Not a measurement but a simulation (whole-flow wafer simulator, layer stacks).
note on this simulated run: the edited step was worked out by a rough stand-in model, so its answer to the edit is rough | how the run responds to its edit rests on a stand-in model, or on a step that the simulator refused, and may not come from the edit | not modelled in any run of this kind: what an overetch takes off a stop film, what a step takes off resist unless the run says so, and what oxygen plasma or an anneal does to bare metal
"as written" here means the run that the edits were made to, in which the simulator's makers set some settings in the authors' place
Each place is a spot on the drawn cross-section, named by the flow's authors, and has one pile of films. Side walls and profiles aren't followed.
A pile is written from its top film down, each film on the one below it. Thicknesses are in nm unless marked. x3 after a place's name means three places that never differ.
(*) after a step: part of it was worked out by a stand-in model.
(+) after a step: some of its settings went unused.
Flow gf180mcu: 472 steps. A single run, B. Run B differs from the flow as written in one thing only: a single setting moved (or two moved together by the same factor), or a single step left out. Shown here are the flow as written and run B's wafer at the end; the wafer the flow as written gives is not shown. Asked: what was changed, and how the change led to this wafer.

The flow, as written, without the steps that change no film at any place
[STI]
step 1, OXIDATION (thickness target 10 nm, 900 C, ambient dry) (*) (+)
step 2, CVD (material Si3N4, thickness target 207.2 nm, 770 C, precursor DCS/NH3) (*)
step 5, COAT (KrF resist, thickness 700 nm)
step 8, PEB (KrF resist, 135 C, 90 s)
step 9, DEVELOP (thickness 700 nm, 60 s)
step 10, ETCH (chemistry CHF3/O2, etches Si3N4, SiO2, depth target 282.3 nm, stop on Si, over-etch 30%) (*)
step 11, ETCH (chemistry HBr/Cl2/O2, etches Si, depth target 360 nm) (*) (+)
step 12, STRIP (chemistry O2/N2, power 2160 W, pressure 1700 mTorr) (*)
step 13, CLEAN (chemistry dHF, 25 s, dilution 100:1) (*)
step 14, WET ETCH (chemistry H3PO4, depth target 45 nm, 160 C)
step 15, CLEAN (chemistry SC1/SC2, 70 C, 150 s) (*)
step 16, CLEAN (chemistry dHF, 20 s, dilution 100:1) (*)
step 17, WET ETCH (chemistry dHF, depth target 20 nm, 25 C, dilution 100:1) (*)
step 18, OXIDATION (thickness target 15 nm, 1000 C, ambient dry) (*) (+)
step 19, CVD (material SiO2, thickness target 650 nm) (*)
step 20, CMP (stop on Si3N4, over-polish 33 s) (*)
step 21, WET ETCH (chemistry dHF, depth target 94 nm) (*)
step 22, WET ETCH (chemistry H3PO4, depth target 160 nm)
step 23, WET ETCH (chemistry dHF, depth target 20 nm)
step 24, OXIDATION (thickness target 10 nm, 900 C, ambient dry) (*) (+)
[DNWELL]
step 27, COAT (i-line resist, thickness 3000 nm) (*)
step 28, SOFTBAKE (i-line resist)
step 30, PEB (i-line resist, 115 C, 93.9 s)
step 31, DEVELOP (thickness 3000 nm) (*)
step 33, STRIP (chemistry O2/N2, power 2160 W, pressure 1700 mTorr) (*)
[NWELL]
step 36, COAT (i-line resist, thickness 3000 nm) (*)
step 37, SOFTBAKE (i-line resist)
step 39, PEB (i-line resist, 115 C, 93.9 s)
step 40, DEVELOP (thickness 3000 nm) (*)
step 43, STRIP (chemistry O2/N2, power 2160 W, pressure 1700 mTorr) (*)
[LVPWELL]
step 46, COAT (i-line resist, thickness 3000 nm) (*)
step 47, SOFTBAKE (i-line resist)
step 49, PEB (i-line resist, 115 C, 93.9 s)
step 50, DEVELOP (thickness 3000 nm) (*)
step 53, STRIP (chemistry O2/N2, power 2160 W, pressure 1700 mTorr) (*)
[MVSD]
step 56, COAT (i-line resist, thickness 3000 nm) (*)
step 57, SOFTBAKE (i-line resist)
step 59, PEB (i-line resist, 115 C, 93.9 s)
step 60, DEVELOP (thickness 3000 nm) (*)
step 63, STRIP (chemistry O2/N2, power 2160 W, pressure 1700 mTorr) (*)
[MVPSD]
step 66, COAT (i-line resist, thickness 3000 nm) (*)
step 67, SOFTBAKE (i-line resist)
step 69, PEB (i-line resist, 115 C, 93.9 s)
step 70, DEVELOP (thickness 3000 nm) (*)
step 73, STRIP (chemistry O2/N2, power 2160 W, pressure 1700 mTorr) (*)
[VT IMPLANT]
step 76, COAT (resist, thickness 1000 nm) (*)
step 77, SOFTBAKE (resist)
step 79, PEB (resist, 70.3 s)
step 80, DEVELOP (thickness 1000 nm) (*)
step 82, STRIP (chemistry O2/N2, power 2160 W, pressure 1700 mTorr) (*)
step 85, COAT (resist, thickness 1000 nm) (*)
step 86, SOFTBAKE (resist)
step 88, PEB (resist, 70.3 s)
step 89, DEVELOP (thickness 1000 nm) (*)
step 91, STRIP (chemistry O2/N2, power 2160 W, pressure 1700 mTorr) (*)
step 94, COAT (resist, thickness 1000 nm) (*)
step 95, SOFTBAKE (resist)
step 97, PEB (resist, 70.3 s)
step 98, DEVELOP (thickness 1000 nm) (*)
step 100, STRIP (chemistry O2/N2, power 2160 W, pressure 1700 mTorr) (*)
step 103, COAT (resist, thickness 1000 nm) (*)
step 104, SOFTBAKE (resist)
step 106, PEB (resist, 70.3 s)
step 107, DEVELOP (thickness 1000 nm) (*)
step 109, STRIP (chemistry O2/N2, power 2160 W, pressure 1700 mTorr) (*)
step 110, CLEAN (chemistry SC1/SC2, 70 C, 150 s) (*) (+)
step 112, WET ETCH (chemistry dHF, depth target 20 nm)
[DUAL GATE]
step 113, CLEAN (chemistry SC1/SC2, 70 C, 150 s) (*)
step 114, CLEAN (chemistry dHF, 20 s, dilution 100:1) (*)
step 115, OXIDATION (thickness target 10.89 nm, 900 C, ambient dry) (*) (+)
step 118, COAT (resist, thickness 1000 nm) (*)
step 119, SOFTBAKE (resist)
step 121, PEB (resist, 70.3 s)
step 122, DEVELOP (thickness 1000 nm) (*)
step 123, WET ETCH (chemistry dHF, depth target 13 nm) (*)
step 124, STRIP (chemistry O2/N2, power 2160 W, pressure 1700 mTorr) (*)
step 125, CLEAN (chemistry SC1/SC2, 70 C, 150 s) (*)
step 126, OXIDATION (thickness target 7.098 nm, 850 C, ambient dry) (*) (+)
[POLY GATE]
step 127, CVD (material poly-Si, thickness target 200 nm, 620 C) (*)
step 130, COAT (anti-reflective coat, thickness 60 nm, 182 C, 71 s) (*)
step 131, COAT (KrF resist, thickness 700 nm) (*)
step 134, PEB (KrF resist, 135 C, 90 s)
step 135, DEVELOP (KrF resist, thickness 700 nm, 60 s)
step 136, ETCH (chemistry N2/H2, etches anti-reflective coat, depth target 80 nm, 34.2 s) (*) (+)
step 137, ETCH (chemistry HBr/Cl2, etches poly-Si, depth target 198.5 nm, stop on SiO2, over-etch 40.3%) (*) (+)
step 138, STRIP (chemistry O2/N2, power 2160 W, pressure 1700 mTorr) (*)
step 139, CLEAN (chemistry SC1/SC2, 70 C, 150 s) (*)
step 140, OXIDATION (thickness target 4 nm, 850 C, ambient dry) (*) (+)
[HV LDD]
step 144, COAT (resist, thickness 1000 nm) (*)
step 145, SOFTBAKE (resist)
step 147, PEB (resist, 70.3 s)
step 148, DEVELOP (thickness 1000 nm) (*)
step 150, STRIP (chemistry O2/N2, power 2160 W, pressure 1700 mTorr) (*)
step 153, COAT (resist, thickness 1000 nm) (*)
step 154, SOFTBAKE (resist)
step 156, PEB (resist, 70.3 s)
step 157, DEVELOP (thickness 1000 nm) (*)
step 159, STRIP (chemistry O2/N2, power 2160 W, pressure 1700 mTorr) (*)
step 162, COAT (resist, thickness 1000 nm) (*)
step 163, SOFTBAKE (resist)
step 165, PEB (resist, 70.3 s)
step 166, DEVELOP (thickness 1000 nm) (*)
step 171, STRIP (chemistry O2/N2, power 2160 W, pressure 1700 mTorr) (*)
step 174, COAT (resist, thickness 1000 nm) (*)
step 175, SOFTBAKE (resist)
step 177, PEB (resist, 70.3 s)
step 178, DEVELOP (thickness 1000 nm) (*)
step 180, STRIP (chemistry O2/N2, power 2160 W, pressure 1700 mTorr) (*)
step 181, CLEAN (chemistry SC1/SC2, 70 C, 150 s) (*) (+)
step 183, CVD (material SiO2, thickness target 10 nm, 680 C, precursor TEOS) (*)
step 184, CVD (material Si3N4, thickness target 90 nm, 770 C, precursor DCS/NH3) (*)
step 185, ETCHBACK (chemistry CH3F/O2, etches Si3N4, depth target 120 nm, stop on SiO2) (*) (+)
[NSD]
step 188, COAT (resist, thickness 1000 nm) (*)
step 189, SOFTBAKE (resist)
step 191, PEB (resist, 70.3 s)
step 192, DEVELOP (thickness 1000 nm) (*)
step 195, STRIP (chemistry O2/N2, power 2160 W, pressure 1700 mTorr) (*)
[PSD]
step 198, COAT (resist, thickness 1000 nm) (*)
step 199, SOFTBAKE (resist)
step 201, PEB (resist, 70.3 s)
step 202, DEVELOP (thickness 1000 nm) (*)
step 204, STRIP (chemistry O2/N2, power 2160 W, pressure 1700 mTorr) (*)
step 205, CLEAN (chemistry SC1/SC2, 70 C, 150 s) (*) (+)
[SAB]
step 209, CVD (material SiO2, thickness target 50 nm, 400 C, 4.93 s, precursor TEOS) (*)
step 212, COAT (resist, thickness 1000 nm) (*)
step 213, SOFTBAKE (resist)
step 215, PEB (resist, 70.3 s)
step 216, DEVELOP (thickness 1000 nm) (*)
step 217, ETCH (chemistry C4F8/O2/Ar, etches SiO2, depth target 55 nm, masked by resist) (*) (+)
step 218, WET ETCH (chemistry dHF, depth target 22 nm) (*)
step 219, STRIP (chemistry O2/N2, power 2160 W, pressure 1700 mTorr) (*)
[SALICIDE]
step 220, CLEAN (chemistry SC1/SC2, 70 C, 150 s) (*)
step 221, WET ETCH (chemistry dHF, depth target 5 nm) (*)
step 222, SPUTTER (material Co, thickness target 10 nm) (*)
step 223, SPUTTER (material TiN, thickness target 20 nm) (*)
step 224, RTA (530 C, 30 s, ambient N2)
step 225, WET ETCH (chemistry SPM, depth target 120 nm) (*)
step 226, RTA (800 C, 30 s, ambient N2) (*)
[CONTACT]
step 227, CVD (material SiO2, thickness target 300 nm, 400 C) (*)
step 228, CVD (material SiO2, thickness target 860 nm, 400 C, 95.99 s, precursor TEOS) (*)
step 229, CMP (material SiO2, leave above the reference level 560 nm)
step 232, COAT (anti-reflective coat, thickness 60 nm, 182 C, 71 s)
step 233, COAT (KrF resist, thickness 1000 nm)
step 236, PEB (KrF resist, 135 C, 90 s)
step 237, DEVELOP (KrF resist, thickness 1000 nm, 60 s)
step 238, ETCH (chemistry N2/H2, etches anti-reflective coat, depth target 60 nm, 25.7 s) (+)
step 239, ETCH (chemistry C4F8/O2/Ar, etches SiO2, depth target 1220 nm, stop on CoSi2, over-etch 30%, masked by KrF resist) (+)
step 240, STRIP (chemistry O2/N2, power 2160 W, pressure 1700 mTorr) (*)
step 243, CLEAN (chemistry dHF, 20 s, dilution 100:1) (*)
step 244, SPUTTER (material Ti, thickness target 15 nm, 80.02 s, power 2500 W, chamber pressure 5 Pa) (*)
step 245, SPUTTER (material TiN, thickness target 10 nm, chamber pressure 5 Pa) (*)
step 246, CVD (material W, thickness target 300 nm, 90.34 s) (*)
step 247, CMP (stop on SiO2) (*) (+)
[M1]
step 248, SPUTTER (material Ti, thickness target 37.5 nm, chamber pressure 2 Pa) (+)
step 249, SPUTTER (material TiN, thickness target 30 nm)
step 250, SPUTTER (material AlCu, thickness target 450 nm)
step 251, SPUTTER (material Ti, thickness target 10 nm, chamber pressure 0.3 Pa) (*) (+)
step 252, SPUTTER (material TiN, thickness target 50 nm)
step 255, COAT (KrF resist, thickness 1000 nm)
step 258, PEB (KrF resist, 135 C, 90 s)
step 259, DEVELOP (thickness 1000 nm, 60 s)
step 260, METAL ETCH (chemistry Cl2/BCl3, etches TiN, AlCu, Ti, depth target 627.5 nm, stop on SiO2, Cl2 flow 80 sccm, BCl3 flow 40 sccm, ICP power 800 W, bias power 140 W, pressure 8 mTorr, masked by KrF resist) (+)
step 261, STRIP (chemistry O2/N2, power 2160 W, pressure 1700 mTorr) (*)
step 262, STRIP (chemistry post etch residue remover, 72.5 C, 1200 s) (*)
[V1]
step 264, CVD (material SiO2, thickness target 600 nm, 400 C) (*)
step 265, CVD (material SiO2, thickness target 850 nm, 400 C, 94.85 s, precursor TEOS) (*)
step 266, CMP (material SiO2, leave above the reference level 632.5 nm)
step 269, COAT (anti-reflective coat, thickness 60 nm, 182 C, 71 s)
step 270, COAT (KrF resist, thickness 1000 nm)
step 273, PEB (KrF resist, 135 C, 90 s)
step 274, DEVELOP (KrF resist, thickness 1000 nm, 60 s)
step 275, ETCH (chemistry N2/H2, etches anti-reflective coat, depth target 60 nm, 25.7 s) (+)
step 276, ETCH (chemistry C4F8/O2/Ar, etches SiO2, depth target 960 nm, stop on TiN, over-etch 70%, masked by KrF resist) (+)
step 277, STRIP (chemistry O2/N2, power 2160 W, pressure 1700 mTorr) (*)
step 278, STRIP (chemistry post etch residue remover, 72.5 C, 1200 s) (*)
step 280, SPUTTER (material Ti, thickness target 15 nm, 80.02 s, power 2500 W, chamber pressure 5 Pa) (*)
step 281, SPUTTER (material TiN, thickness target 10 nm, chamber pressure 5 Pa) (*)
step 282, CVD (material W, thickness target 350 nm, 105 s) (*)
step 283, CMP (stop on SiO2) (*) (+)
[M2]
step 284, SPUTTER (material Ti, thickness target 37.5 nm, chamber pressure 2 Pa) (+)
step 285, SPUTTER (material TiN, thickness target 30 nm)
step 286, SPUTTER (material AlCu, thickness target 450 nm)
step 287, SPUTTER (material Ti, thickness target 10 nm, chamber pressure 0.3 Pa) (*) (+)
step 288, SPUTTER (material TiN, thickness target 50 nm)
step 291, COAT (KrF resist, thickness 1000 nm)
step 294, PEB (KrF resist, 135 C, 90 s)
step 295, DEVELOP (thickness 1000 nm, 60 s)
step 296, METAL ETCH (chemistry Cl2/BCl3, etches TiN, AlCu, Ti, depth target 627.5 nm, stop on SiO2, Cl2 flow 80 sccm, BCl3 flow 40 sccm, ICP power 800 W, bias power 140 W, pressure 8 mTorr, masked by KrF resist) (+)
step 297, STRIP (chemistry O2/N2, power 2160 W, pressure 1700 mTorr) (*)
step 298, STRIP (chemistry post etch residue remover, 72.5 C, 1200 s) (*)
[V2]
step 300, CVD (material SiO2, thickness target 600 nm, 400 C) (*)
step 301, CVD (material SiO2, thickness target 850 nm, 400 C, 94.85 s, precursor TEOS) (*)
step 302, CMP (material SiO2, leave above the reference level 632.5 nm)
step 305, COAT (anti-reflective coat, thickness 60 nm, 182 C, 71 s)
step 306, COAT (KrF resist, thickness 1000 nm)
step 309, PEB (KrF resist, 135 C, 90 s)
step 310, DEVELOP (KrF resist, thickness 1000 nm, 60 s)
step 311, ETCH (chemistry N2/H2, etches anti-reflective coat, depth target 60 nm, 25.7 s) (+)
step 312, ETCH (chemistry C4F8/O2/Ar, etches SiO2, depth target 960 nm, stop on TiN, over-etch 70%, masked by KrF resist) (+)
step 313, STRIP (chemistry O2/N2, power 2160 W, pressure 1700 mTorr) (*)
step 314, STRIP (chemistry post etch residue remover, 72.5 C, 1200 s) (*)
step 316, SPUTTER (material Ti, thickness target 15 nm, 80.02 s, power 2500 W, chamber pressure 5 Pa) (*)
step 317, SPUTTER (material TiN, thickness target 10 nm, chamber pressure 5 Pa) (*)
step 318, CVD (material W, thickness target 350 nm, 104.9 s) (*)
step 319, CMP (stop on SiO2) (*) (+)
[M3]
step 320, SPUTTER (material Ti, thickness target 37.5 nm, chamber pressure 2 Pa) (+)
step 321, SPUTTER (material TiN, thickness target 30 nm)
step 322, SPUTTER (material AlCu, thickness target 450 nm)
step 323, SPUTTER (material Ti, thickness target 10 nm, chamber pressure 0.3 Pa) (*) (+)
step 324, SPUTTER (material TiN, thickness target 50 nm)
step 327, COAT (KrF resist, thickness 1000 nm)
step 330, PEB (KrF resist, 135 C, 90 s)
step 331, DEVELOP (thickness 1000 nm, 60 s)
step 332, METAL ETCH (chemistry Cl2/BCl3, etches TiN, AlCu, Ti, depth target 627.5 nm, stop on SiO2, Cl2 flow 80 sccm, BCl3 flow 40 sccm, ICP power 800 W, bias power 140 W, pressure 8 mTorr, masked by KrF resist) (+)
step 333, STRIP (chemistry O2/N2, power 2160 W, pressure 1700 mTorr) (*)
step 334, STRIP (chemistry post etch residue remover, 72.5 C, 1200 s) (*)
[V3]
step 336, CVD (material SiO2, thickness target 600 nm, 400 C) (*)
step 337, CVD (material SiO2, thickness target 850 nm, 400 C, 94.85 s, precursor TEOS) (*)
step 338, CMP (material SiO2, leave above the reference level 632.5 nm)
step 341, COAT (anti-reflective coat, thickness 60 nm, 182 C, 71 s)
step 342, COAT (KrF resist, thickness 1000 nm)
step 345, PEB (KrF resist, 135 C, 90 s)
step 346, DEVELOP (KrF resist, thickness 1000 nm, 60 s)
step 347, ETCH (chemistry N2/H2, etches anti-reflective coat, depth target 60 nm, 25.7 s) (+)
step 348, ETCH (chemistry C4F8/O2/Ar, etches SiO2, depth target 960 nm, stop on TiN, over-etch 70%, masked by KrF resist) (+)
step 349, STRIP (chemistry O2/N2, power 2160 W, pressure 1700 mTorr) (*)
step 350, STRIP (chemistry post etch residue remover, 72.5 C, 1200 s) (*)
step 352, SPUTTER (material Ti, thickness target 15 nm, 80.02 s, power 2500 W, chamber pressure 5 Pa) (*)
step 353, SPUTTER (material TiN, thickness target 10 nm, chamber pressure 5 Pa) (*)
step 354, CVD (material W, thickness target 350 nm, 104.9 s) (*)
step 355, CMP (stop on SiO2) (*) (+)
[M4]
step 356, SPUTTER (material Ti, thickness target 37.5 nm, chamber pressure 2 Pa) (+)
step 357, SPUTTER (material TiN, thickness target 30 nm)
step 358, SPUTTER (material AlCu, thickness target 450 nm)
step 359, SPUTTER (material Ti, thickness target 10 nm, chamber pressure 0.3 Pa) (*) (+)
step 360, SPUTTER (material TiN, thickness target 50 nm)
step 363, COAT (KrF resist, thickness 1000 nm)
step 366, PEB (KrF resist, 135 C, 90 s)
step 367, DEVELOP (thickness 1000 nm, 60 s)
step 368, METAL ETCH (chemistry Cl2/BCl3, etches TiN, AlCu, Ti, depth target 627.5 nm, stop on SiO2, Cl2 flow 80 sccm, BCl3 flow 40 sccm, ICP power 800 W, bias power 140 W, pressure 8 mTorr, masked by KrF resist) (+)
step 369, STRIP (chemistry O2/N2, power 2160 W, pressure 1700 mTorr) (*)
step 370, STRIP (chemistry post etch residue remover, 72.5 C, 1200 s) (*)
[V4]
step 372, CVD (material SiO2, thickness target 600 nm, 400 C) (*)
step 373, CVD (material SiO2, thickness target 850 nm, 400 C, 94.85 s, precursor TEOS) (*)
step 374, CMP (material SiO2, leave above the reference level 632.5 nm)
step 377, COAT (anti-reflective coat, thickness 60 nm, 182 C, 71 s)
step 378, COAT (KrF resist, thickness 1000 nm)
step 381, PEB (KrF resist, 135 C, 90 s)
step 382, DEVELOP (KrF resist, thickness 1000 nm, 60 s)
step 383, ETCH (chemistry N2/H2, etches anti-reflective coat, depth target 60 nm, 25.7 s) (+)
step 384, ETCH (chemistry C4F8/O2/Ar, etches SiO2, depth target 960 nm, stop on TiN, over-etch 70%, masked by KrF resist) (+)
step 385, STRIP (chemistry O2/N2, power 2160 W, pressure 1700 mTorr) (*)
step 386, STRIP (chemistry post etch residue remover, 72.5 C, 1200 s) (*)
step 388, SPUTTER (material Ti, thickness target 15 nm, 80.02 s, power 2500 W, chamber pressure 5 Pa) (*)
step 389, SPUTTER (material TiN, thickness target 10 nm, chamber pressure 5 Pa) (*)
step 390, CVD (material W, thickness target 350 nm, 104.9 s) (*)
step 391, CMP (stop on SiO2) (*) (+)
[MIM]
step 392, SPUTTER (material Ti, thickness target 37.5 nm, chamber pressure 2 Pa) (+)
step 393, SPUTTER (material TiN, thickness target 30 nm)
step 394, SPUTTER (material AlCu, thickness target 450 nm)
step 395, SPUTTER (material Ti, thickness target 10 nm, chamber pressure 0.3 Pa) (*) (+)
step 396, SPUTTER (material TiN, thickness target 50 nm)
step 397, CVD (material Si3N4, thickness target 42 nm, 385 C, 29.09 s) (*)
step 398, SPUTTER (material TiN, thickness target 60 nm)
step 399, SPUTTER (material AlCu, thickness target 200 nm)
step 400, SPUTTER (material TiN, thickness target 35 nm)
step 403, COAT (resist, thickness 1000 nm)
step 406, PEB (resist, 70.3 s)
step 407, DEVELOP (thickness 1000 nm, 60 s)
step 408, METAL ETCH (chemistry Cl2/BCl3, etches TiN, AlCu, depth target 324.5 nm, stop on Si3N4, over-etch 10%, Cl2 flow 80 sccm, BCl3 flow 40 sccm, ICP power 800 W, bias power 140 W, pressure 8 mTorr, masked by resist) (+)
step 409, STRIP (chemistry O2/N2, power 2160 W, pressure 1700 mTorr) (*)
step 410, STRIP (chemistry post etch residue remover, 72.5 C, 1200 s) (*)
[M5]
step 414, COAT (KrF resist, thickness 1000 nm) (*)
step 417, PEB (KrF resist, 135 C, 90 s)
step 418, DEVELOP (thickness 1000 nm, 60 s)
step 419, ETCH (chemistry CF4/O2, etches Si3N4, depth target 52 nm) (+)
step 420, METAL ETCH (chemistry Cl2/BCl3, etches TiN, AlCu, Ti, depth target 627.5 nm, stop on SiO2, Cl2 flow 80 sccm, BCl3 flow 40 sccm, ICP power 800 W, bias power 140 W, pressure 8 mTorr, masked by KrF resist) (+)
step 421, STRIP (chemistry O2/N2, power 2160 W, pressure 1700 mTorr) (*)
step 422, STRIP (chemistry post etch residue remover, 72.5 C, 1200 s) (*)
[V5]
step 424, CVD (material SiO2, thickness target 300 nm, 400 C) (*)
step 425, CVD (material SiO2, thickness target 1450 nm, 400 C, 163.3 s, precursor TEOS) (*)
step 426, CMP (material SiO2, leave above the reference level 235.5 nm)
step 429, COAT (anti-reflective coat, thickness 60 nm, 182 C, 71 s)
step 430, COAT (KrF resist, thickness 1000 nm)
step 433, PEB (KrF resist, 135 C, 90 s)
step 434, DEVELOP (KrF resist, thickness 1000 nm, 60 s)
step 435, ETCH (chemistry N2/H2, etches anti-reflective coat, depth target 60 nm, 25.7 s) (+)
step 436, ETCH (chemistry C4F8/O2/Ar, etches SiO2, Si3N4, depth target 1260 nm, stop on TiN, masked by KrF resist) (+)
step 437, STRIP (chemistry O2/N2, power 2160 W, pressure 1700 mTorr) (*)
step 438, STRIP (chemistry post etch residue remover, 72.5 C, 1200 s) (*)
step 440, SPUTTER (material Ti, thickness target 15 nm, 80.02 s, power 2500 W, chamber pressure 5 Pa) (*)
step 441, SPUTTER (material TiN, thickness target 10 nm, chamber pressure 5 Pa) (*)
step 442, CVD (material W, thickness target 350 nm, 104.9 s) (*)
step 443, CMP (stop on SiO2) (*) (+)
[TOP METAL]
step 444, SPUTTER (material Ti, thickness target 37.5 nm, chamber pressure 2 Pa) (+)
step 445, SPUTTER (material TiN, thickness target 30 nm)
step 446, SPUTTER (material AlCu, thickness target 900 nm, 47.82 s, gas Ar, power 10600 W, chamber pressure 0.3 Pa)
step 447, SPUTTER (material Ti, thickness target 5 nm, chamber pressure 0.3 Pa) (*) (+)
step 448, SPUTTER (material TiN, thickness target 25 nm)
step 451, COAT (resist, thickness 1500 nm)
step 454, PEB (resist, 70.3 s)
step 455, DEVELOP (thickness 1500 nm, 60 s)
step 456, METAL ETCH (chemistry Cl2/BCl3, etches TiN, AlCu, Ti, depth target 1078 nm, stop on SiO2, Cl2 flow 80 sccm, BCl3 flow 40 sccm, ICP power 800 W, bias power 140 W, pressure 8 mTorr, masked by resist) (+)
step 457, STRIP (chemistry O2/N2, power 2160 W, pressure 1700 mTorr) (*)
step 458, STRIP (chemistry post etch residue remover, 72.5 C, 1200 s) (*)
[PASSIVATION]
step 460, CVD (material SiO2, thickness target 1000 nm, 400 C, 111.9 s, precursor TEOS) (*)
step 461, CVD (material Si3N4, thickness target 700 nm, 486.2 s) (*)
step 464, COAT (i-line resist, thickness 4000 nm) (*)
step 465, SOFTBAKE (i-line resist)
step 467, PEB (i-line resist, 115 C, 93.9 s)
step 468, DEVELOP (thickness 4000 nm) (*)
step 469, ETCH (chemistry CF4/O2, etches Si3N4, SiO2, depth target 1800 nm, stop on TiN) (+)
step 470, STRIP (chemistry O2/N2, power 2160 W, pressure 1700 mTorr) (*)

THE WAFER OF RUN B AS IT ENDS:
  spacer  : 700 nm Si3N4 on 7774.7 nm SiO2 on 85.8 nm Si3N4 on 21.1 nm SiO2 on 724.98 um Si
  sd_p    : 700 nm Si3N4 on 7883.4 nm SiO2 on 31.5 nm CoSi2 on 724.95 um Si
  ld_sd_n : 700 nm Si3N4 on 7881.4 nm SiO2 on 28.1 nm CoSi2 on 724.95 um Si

What caused this: step 183, CVD: thickness target 13.9 nm was run, though the flow has thickness target 10 nm.

Step by step, how the change led to this:
  step 183, CVD (material SiO2, thickness target 10 nm, 680 C, precursor TEOS) (*)
      field, field__w1, field__w2 and 99 more: SiO2 gains 13.9 (it would be, as written: SiO2 gains 10)
      ld_drift_p: SiO2 gains 13.7 (it would be, as written: SiO2 gains 9.87)
      (as well as at 1 more place)
  step 189, SOFTBAKE (resist)
      field__w9: resist loses 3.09 (it would be, as written: resist gains 6.92)
      field_sub__w1: resist gains 9.73 (it would be, as written: resist gains 7.47)
  step 199, SOFTBAKE (resist)
      field__w9: resist loses 3.09 (it would be, as written: resist gains 6.92)
      field_sub__w1: resist gains 9.73 (it would be, as written: resist gains 7.47)
  step 218, WET ETCH (chemistry dHF, depth target 22 nm) (*)
      gate, gate_hv, gate_p and 23 more: SiO2 loses 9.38 (all of it) (it would be, as written: SiO2 loses 5.48 (all of it))
      field, field__w10, sti and 14 more: SiO2 loses 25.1 (it would be, as written: SiO2 loses 24.5)
      (as well as at 53 more places)
